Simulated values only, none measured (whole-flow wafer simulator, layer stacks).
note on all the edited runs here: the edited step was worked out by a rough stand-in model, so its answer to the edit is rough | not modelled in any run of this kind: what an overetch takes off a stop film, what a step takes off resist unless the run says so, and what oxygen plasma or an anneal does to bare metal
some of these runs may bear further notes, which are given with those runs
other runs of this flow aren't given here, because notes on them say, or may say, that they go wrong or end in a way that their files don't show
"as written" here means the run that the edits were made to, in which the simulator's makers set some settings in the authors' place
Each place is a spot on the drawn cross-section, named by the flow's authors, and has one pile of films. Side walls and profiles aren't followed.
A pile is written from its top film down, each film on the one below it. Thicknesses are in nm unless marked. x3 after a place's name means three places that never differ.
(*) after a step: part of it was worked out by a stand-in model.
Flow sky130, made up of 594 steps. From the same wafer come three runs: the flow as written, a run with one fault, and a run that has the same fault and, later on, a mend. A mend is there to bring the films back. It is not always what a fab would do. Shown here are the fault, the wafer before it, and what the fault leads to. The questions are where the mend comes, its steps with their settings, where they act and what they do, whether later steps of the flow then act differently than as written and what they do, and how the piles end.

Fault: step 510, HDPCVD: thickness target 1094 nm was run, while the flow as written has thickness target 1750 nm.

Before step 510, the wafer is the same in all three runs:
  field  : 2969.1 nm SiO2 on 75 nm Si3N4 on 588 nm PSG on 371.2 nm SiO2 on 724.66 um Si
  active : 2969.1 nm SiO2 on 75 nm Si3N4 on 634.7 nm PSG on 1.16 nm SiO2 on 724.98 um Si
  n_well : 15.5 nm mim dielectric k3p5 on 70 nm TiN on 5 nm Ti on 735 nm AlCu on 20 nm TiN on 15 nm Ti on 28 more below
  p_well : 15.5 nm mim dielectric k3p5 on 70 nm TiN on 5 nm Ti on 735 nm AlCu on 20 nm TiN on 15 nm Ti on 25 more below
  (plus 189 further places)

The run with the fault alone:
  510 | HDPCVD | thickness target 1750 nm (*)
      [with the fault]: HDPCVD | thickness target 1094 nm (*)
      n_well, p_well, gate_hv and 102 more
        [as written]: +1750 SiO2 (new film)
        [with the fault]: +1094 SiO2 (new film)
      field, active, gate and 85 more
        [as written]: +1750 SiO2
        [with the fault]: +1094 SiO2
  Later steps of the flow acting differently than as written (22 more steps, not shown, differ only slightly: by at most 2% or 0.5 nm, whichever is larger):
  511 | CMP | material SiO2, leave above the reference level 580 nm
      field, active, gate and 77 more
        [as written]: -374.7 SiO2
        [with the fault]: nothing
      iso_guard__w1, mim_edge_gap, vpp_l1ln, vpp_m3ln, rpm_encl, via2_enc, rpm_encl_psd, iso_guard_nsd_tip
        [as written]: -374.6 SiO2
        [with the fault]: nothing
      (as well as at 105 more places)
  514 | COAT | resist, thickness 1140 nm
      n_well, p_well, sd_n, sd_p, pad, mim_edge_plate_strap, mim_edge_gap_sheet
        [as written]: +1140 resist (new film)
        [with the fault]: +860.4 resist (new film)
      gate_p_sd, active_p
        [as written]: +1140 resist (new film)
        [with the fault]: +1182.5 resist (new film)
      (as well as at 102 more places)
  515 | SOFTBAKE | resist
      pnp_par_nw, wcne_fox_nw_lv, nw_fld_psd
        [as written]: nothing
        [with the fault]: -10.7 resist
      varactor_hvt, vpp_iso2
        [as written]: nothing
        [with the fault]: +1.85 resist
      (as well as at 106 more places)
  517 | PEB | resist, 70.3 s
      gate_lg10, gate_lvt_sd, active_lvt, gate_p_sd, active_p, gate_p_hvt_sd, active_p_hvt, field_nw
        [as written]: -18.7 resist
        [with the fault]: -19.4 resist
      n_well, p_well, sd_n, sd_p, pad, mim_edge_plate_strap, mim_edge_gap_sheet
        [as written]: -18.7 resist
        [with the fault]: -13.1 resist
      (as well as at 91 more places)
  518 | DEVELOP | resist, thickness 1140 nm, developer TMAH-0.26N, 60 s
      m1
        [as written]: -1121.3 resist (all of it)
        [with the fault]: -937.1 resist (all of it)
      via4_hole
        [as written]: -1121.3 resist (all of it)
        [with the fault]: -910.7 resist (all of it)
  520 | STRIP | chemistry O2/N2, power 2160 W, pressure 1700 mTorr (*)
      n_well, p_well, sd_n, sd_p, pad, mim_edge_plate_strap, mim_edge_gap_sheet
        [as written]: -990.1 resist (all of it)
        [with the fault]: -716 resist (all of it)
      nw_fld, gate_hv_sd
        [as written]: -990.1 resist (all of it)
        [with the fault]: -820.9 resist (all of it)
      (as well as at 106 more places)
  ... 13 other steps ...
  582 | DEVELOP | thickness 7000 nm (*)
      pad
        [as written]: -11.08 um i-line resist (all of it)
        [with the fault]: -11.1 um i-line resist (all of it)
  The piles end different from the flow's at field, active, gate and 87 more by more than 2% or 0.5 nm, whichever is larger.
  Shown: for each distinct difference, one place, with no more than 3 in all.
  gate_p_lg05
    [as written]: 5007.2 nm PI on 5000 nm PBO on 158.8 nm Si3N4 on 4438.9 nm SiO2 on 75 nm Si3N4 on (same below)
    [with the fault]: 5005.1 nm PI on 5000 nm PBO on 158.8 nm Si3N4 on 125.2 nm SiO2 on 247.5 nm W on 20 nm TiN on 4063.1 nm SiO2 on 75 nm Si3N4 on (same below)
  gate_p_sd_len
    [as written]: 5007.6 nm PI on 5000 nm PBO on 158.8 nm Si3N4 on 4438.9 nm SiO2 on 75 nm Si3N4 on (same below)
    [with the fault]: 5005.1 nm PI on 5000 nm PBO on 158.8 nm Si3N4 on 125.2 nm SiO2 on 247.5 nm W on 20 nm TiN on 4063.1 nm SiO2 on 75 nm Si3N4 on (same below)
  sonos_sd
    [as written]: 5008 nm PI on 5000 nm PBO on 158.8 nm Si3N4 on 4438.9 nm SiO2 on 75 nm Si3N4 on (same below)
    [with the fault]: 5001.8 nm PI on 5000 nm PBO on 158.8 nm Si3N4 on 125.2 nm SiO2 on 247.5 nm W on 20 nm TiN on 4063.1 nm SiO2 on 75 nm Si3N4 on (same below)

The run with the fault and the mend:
  The mend follows step 510.
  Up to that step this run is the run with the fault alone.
  510a | HDPCVD | thickness target 656 nm (*) (the flow's step 510 again, with other settings)
      field, active, n_well and 190 more
        +656 SiO2
  Later steps of the flow that are run all act as written at every place that is followed.
  The piles end the same as the flow's at every place that both follow.
